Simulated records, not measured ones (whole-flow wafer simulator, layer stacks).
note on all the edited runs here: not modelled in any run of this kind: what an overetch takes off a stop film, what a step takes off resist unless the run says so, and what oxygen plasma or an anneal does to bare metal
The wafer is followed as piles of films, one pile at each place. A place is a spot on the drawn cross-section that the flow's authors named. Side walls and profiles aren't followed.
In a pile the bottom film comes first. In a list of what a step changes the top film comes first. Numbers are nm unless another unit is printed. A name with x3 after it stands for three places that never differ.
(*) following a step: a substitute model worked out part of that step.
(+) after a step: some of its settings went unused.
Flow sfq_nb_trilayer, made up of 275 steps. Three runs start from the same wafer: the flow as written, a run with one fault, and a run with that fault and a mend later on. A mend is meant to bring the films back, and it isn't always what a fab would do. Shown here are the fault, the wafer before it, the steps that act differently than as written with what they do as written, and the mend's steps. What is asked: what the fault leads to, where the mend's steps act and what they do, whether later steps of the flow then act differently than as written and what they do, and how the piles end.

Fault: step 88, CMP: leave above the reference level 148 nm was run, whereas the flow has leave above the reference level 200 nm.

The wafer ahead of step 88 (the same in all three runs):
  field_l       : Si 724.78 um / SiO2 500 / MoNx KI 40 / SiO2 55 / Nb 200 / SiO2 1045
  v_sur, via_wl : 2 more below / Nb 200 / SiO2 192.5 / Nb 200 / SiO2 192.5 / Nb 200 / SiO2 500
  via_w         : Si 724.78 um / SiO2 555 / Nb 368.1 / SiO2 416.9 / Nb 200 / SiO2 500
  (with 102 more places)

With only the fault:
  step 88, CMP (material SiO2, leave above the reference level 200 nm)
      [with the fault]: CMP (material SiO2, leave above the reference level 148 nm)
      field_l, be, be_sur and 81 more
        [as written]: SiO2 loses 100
        [with the fault]: SiO2 loses 152
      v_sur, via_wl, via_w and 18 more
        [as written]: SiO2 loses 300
        [with the fault]: SiO2 loses 352
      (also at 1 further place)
  Later steps of the flow acting differently than as written (4 more steps, not shown, differ only slightly: by at most 2% or 0.5 nm, whichever is larger):
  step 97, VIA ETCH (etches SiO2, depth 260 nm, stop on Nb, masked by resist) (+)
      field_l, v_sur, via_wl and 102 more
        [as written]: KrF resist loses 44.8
        [with the fault]: KrF resist loses 38.2
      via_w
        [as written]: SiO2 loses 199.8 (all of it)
        [with the fault]: SiO2 loses 147.8 (all of it)
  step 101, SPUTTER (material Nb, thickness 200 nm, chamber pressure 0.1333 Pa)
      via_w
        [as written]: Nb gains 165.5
        [with the fault]: Nb gains 176.9
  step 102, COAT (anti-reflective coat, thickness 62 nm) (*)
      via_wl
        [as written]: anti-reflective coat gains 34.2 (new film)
        [with the fault]: anti-reflective coat gains 35.6 (new film)
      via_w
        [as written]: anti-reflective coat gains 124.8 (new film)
        [with the fault]: anti-reflective coat gains 112.2 (new film)
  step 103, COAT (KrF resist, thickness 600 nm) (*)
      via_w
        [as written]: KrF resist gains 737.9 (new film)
        [with the fault]: KrF resist gains 695.2 (new film)
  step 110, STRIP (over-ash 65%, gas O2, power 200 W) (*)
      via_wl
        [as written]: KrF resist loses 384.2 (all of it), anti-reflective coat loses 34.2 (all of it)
        [with the fault]: KrF resist loses 389.1 (all of it), anti-reflective coat loses 35.6 (all of it)
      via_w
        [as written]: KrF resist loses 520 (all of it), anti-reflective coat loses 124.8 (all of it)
        [with the fault]: KrF resist loses 477.4 (all of it), anti-reflective coat loses 112.2 (all of it)
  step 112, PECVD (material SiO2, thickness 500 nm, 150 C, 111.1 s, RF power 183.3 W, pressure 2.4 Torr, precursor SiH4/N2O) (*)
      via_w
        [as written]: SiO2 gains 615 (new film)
        [with the fault]: SiO2 gains 527.1 (new film)
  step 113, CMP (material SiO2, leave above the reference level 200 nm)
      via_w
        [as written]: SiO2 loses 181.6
        [with the fault]: SiO2 loses 157.1
  By the end, the piles at v_sur, via_wl, via_w and 86 more depart from the flow's by more than 2% or 0.5 nm, whichever is larger.
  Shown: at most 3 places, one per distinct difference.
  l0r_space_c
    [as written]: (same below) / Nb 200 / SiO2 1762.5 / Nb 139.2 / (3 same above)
    [with the fault]: (same below) / Nb 200 / SiO2 1710.5 / Nb 139.2 / (3 same above)
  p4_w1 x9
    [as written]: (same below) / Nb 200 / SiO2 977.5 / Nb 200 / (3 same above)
    [with the fault]: (same below) / Nb 200 / SiO2 925.5 / Nb 200 / (3 same above)
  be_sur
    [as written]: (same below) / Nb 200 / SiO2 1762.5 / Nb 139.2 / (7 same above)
    [with the fault]: (same below) / Nb 200 / SiO2 1710.5 / Nb 139.2 / (7 same above)

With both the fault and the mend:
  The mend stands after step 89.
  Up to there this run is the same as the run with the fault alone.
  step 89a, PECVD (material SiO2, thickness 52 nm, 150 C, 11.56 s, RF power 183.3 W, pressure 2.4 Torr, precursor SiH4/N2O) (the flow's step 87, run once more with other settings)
      field_l, v_sur, via_wl and 103 more
        SiO2 gains 52
  None of the later steps of the flow differs from how it acts as written, at any place that is followed, by more than 2% or 0.5 nm, whichever is larger.
  By the end, the piles equal the flow's at every place that both follow.
